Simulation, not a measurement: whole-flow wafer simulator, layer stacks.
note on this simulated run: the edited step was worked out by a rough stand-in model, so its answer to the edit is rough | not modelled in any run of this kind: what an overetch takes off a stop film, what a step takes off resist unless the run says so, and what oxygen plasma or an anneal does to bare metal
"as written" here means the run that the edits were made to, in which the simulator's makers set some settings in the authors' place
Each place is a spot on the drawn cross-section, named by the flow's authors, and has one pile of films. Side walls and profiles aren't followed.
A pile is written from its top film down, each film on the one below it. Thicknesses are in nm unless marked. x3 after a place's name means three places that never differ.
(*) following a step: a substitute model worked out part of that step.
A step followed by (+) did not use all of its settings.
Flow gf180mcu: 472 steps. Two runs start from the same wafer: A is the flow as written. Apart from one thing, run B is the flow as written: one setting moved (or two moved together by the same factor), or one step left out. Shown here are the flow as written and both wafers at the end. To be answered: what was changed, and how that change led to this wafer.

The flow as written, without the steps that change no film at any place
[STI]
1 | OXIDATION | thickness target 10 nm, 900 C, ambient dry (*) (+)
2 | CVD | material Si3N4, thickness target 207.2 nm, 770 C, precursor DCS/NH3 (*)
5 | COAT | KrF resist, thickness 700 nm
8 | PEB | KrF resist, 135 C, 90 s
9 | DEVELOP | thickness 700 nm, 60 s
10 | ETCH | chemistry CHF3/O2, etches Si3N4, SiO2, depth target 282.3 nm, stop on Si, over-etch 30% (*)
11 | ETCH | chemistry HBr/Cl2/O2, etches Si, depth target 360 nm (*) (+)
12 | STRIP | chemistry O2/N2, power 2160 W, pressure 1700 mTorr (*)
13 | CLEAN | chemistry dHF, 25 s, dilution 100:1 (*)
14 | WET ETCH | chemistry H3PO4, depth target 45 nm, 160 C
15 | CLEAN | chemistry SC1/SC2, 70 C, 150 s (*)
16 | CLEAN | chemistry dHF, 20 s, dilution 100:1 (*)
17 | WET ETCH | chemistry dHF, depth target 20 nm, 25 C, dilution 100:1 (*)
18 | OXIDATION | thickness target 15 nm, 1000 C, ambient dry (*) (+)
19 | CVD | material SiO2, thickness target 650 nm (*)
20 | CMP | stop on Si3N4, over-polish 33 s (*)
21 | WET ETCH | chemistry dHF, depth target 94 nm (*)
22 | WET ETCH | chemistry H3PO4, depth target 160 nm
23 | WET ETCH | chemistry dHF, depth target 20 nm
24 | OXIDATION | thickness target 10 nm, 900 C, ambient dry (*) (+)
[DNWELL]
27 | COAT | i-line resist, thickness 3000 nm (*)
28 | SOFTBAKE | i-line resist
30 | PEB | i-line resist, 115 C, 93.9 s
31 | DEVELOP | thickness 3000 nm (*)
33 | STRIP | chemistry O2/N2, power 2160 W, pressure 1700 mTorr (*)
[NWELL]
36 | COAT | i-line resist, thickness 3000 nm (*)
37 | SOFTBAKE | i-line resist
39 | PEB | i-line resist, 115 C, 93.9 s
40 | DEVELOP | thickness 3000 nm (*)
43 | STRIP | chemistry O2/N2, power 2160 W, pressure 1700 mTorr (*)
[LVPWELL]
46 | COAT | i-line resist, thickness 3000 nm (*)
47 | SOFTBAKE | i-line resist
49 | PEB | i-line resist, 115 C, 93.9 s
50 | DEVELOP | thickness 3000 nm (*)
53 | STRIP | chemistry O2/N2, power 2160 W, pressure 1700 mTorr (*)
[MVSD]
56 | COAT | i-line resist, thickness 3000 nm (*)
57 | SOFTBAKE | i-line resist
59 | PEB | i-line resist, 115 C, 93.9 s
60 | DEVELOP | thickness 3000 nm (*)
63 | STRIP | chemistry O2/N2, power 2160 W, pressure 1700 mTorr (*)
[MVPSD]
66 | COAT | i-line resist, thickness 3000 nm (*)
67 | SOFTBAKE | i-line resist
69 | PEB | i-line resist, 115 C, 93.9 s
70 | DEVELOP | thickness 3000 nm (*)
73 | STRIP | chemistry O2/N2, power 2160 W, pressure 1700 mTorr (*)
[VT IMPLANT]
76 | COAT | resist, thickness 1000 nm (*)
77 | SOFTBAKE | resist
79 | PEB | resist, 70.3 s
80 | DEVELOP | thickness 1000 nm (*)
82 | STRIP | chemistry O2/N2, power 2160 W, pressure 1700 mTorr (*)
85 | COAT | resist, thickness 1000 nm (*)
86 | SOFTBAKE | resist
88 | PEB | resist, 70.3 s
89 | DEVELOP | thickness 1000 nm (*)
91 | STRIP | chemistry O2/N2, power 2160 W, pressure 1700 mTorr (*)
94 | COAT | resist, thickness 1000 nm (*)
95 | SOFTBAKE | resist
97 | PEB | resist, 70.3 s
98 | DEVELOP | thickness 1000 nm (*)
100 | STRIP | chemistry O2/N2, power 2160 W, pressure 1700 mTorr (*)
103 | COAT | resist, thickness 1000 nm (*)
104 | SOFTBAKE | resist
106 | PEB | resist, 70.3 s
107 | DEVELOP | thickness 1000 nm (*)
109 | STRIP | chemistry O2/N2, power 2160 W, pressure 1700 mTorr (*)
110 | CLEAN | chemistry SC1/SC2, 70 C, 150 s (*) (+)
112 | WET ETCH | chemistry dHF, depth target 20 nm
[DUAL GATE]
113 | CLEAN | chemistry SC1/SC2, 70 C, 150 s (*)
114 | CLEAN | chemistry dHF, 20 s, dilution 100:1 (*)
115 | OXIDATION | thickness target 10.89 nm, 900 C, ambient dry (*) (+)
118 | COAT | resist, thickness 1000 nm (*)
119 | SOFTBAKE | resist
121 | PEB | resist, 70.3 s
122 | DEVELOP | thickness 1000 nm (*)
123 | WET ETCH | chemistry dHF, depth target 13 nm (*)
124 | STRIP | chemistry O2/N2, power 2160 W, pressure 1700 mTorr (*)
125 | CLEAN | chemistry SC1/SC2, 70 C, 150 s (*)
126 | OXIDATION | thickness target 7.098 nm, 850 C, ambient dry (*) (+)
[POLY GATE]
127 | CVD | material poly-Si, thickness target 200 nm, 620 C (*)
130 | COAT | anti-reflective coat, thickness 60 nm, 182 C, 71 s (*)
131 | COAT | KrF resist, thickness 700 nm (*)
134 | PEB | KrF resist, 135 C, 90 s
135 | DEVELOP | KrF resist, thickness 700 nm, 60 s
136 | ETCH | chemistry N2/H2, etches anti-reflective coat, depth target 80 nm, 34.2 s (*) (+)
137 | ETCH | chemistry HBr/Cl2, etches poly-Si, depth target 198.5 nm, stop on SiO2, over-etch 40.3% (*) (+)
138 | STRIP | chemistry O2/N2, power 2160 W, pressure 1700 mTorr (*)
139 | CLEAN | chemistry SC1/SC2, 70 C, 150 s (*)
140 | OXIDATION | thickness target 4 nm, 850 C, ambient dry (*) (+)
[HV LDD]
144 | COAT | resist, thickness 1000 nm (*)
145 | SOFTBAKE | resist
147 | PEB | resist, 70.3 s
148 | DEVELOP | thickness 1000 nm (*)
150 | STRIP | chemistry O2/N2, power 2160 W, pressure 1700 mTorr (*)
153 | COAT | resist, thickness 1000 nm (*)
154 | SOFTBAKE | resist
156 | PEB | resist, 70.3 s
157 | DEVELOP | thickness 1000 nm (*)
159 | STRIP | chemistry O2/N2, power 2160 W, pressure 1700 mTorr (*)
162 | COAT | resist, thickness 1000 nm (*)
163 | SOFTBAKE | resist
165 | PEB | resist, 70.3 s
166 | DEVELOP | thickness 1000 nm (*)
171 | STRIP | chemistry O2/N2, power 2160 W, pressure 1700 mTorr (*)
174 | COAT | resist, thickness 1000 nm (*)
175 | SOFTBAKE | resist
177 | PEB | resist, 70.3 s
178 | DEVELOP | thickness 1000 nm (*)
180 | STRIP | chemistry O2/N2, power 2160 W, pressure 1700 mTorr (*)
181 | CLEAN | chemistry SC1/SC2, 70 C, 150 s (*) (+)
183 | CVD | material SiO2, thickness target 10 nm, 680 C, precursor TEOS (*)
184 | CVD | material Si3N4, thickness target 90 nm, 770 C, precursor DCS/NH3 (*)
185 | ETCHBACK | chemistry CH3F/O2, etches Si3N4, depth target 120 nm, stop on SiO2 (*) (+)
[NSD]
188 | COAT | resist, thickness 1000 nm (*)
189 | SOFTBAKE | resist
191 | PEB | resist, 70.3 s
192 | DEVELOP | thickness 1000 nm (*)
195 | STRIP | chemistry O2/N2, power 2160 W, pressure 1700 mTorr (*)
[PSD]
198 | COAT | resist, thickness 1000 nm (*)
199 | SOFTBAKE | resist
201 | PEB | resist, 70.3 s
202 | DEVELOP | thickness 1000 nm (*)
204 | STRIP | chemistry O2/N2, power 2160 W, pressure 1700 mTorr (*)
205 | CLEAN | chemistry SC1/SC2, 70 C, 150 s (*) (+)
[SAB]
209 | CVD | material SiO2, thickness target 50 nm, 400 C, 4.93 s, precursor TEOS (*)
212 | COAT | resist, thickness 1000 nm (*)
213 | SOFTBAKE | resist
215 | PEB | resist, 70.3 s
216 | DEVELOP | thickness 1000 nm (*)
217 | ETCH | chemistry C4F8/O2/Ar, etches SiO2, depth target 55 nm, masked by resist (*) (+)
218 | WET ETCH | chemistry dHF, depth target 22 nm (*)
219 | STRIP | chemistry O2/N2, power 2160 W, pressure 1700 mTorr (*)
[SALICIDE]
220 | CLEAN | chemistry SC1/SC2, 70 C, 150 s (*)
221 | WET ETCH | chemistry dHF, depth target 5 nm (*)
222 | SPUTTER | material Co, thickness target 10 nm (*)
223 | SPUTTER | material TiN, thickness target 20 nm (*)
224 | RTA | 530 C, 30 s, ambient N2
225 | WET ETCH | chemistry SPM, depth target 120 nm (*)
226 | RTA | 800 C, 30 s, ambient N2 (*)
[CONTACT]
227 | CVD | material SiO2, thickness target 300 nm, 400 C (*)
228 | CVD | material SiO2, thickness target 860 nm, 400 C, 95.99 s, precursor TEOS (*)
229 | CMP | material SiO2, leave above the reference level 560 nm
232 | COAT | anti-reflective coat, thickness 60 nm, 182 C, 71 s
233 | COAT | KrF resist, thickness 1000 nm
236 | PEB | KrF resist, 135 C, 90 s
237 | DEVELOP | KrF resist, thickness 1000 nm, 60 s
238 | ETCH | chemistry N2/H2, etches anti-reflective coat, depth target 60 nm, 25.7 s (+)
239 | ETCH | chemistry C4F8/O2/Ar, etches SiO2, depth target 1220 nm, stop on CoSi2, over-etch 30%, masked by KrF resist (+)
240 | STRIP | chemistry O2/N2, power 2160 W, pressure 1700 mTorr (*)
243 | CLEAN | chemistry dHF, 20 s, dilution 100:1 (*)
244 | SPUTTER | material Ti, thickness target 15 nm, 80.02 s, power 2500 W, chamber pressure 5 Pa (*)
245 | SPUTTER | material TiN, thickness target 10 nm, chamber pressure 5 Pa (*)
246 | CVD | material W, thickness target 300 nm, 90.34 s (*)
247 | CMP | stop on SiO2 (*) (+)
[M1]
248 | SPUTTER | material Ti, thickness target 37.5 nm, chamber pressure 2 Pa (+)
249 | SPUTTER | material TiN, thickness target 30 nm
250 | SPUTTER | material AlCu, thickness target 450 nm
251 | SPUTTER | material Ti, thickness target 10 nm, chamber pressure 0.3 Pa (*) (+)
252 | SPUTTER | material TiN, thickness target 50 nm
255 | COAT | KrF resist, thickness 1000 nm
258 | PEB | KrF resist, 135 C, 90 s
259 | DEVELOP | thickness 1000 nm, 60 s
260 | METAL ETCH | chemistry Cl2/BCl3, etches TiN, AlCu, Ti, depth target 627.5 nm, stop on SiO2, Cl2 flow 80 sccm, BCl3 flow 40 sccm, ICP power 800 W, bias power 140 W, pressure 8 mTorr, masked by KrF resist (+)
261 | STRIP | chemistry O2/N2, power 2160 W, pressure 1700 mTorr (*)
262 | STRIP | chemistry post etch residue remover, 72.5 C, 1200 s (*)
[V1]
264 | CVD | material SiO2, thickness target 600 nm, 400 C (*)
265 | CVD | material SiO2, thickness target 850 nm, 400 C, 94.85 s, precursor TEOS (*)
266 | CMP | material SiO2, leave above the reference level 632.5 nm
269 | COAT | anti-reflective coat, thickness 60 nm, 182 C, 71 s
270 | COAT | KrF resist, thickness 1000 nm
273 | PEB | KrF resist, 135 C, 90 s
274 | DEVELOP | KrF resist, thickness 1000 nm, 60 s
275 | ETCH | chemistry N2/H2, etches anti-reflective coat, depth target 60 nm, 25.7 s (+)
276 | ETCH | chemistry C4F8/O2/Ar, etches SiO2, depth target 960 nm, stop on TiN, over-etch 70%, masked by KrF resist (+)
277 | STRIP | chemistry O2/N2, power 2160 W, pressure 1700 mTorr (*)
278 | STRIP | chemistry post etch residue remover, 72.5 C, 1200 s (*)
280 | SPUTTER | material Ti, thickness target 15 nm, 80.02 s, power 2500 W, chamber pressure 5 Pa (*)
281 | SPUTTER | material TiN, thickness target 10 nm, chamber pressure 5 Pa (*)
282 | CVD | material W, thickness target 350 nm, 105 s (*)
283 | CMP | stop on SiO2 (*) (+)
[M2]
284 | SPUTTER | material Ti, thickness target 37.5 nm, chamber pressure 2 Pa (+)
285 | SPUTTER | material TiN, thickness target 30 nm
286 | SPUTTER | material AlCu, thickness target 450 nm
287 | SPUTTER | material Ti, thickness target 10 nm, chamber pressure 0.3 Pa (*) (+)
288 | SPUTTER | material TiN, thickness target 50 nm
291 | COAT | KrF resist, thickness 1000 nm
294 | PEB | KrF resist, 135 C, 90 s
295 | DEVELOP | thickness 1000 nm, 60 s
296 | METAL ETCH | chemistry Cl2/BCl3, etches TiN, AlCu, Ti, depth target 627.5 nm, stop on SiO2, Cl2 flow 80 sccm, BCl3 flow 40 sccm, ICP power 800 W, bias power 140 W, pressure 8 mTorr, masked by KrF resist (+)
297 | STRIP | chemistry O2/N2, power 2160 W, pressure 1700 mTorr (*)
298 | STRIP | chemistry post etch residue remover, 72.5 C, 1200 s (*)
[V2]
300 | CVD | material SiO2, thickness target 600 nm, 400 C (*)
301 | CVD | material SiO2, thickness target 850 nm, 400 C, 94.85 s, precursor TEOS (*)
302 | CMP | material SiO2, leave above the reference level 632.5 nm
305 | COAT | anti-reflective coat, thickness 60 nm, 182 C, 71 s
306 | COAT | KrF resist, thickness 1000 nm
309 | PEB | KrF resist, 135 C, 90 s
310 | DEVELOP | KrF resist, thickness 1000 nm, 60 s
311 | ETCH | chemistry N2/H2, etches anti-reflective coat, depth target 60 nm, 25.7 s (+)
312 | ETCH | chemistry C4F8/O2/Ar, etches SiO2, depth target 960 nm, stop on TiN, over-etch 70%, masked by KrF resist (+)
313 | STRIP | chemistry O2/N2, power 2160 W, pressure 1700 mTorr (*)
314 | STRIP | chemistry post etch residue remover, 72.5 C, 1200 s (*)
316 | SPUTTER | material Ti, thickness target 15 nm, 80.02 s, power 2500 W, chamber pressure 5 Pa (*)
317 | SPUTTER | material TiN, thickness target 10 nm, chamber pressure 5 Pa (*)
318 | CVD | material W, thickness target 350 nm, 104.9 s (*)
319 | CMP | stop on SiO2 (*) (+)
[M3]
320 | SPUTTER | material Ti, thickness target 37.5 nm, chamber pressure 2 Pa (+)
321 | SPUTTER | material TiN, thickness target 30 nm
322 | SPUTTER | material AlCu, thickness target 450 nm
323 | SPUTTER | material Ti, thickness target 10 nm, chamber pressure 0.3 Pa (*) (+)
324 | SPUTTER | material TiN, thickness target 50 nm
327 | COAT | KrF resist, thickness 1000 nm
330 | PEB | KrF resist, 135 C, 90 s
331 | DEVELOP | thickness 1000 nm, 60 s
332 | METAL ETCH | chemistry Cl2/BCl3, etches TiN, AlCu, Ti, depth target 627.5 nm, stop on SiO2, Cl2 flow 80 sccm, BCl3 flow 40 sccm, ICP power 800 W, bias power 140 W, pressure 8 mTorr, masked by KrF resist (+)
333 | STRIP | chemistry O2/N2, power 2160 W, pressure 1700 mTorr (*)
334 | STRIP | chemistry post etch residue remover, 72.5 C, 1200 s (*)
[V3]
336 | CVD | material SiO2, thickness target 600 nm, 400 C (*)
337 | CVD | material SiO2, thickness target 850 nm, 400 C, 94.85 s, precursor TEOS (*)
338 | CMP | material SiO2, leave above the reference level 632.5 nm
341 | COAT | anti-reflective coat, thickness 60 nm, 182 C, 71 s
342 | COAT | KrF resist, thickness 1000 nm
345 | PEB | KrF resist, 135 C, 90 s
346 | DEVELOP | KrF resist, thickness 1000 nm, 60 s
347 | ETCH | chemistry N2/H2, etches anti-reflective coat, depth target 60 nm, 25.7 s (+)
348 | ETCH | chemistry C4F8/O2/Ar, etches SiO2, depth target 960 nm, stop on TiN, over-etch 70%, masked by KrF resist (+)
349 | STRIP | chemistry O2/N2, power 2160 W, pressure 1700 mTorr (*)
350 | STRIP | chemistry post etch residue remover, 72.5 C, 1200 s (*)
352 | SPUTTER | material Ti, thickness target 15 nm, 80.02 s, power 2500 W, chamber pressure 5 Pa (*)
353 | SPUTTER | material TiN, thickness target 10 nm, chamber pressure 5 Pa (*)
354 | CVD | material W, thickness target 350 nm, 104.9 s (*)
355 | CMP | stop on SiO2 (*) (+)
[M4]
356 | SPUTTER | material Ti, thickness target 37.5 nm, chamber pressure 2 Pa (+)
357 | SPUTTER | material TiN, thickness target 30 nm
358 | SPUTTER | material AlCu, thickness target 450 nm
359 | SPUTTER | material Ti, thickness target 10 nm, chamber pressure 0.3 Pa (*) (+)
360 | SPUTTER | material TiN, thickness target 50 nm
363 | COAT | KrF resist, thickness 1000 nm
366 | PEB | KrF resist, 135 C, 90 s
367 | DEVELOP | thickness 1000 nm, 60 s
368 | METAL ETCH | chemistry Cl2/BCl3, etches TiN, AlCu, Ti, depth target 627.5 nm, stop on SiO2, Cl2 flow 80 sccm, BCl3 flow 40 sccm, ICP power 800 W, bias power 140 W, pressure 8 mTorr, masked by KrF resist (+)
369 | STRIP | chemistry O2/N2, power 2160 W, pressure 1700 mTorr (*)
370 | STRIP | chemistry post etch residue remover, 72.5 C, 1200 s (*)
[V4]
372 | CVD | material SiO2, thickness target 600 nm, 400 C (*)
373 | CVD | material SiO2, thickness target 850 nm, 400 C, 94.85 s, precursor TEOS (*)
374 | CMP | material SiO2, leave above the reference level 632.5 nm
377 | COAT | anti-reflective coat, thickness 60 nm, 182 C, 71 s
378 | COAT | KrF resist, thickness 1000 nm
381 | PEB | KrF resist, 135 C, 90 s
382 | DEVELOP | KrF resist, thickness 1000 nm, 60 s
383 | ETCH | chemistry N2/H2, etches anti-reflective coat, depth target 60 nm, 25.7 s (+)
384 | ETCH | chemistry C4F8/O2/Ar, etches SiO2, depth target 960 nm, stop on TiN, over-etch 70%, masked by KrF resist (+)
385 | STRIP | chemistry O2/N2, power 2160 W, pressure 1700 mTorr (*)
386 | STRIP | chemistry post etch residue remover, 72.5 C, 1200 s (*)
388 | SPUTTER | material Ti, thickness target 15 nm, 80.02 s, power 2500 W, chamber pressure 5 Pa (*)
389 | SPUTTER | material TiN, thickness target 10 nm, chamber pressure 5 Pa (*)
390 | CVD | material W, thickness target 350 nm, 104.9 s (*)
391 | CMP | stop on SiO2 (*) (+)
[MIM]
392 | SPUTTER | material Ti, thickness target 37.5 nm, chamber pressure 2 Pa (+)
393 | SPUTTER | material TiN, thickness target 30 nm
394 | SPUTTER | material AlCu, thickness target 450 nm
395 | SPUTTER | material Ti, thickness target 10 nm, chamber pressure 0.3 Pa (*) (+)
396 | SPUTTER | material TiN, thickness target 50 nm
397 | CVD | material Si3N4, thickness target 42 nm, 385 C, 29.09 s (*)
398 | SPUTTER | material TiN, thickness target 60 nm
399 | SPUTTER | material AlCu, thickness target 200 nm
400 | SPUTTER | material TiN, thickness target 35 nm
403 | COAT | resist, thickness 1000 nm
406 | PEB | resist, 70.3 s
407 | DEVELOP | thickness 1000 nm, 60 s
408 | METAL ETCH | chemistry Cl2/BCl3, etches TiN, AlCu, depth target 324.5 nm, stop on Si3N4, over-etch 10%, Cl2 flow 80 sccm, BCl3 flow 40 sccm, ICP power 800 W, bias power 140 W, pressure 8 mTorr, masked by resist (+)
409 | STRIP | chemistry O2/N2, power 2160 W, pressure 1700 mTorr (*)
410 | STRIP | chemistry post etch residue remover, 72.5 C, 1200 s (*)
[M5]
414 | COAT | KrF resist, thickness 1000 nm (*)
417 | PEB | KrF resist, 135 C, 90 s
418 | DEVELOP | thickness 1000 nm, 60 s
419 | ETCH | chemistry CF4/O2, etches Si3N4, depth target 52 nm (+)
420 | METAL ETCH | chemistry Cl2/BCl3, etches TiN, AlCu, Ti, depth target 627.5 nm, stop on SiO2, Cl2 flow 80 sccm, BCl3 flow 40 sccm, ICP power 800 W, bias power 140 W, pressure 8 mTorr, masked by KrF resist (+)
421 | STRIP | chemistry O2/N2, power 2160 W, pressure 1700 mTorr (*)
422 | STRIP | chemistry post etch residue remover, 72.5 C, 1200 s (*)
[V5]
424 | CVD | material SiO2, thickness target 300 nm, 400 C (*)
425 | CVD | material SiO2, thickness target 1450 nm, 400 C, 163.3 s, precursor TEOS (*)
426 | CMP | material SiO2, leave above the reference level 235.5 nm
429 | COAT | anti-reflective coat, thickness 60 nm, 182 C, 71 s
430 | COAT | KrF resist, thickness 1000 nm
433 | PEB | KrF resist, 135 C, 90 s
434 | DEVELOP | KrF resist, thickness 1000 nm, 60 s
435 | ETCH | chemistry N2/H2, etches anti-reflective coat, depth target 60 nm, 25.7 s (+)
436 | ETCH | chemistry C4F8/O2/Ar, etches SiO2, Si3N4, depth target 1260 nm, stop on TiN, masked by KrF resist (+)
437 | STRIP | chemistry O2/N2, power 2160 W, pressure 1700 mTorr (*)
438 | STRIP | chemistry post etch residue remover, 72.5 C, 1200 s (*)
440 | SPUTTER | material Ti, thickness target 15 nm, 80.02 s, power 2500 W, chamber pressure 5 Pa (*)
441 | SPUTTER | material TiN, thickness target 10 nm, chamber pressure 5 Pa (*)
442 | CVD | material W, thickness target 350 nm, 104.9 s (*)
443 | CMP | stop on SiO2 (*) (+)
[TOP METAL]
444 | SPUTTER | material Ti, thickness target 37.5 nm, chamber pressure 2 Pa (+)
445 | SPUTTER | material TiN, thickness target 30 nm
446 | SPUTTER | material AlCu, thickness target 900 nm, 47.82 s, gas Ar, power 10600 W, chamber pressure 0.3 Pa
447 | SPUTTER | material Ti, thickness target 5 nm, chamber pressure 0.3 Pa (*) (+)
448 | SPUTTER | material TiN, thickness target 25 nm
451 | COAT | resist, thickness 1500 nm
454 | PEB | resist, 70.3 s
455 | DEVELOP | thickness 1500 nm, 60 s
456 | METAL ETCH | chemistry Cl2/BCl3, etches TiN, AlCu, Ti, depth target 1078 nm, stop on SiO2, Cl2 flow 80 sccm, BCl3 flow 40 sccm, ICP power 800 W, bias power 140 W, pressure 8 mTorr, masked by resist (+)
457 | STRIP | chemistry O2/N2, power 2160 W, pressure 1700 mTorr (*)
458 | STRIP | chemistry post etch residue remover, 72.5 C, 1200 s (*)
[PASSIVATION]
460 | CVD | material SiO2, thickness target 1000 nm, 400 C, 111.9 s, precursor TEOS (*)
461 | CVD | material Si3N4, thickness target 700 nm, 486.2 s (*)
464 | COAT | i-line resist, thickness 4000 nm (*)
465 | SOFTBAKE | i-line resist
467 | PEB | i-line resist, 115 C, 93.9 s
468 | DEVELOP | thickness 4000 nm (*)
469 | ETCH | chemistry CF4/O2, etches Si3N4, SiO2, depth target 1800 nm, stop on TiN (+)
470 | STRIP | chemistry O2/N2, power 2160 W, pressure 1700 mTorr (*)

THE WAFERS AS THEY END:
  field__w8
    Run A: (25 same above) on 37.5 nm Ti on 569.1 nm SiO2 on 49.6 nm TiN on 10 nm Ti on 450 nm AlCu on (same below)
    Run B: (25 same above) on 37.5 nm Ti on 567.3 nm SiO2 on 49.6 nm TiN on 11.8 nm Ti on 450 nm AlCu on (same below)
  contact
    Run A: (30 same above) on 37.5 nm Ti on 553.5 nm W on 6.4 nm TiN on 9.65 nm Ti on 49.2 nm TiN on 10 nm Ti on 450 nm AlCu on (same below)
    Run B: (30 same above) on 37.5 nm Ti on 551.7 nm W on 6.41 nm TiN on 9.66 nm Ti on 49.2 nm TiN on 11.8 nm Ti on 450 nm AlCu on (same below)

Cause: step 287, SPUTTER: thickness target 11.8 nm was run, while the flow as written has thickness target 10 nm.
One can read it off the wafer: field__w8 has Ti 11.8, and step 287 as written asks for 10 nm.

Step by step, how the change led to this:
  287 | SPUTTER | material Ti, thickness target 10 nm, chamber pressure 0.3 Pa (*) (+)
      field, field__w1, field__w2 and 108 more: A +10 Ti (new film) | B +11.8 Ti (new film)
  296 | METAL ETCH | chemistry Cl2/BCl3, etches TiN, AlCu, Ti, depth target 627.5 nm, stop on SiO2, Cl2 flow 80 sccm, BCl3 flow 40 sccm, ICP power 800 W, bias power 140 W, pressure 8 mTorr, masked by KrF resist (+)
      field, field__w1, field__w2 and 103 more: A -50 TiN (all of it), -10 Ti (all of it), -450 AlCu (all of it), -30 TiN (all of it), -37.5 Ti (all of it) | B -50 TiN (all of it), -11.8 Ti (all of it), -450 AlCu (all of it), -30 TiN (all of it), -37.5 Ti (all of it)
